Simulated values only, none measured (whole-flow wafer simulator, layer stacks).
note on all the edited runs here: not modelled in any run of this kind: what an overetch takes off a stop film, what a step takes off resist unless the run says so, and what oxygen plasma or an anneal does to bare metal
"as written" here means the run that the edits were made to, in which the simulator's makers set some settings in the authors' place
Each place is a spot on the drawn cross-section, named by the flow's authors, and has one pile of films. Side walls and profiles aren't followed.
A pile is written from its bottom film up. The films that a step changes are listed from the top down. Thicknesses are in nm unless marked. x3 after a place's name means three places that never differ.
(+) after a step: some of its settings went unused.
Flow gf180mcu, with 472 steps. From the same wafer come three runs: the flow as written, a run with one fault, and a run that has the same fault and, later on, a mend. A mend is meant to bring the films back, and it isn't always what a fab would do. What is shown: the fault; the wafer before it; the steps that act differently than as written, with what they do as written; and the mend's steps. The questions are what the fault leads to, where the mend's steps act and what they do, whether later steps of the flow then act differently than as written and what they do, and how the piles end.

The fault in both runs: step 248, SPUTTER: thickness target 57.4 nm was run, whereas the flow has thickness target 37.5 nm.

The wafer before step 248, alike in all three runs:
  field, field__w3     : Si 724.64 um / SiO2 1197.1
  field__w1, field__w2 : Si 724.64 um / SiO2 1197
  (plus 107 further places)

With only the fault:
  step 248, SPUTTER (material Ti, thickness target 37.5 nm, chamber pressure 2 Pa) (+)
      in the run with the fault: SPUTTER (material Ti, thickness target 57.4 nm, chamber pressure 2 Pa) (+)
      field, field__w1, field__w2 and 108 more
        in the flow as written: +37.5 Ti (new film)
        in the run with the fault: +57.4 Ti (new film)
  Steps later in the flow that act otherwise than as written:
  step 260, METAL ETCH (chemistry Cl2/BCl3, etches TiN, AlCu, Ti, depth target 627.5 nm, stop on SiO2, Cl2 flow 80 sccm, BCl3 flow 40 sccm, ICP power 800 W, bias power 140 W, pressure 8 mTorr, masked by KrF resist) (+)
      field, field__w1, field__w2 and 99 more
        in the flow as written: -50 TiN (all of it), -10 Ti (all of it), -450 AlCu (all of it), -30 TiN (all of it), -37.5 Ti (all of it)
        in the run with the fault: -50 TiN (all of it), -10 Ti (all of it), -450 AlCu (all of it), -30 TiN (all of it), -57.4 Ti (all of it)
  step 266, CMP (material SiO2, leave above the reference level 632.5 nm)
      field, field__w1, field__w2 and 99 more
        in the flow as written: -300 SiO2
        in the run with the fault: -280.1 SiO2
  The piles end different from the flow's at field__w8, contact, m1 and 6 more by more than 2% or 0.5 nm, whichever is larger.
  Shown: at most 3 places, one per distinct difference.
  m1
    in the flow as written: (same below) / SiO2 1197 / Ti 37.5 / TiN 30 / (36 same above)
    in the run with the fault: (same below) / SiO2 1197 / Ti 57.4 / TiN 30 / (36 same above)
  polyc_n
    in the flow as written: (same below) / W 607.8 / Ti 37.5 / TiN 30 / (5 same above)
    in the run with the fault: (same below) / W 607.8 / Ti 57.4 / TiN 30 / (5 same above)
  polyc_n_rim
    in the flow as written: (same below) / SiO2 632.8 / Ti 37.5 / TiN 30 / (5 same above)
    in the run with the fault: (same below) / SiO2 632.8 / Ti 57.4 / TiN 30 / (5 same above)

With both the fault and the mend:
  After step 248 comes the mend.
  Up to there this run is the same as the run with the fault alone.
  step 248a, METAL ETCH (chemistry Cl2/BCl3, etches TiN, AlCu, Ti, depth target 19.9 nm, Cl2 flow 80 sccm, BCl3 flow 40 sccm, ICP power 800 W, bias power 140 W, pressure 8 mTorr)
      field, field__w1, field__w2 and 108 more
        -19.9 Ti
  Every later step of the flow that is run acts as written at every place that is followed.
  At every place that both follow, the piles at the end match the flow's.
